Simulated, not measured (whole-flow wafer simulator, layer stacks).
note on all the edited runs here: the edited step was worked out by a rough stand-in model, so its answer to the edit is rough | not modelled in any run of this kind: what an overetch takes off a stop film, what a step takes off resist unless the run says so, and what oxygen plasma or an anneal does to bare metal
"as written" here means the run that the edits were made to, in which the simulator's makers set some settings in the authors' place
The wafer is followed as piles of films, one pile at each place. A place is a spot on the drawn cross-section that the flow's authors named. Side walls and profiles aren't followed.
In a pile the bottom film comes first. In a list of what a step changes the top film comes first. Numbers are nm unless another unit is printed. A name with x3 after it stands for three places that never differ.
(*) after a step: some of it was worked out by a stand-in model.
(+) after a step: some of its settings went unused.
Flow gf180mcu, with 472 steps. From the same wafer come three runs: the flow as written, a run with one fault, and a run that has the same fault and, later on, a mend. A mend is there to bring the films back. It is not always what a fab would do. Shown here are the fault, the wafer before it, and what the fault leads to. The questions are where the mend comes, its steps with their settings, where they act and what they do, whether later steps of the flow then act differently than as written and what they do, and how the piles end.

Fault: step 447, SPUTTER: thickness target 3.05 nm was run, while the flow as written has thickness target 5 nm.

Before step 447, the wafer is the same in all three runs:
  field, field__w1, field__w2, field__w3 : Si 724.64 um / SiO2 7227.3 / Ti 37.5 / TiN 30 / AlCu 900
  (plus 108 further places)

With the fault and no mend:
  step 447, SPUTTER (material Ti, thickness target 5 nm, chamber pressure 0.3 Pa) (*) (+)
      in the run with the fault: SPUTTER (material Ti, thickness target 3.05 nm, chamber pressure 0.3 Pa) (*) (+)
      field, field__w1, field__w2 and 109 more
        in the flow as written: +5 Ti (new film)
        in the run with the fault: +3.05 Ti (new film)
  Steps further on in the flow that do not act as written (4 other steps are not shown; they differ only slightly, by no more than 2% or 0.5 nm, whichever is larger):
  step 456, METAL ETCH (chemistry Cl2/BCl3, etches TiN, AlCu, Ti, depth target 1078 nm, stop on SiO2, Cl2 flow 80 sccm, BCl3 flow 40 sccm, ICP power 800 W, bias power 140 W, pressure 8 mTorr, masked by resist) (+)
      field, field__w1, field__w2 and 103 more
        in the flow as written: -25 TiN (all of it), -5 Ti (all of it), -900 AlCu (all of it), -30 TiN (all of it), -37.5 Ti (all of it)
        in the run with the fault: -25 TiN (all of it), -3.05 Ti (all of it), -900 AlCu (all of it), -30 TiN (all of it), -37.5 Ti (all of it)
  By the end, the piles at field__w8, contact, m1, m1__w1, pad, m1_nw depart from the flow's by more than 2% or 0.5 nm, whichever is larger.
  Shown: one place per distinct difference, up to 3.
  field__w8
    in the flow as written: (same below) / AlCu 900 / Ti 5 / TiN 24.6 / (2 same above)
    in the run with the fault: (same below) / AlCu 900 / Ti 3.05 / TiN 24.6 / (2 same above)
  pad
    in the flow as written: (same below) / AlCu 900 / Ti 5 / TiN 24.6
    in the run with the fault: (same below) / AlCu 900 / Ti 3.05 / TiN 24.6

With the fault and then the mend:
  After step 447 comes the mend.
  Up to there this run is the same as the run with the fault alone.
  step 447a, SPUTTER (material Ti, thickness target 1.95 nm, chamber pressure 0.3 Pa) (*) (+) (a further turn of the flow's step 447, with different settings)
      field, field__w1, field__w2 and 109 more
        +1.95 Ti
  None of the later steps of the flow acts differently than as written at any place that is followed.
  The piles end the same as the flow's at every place that both follow.
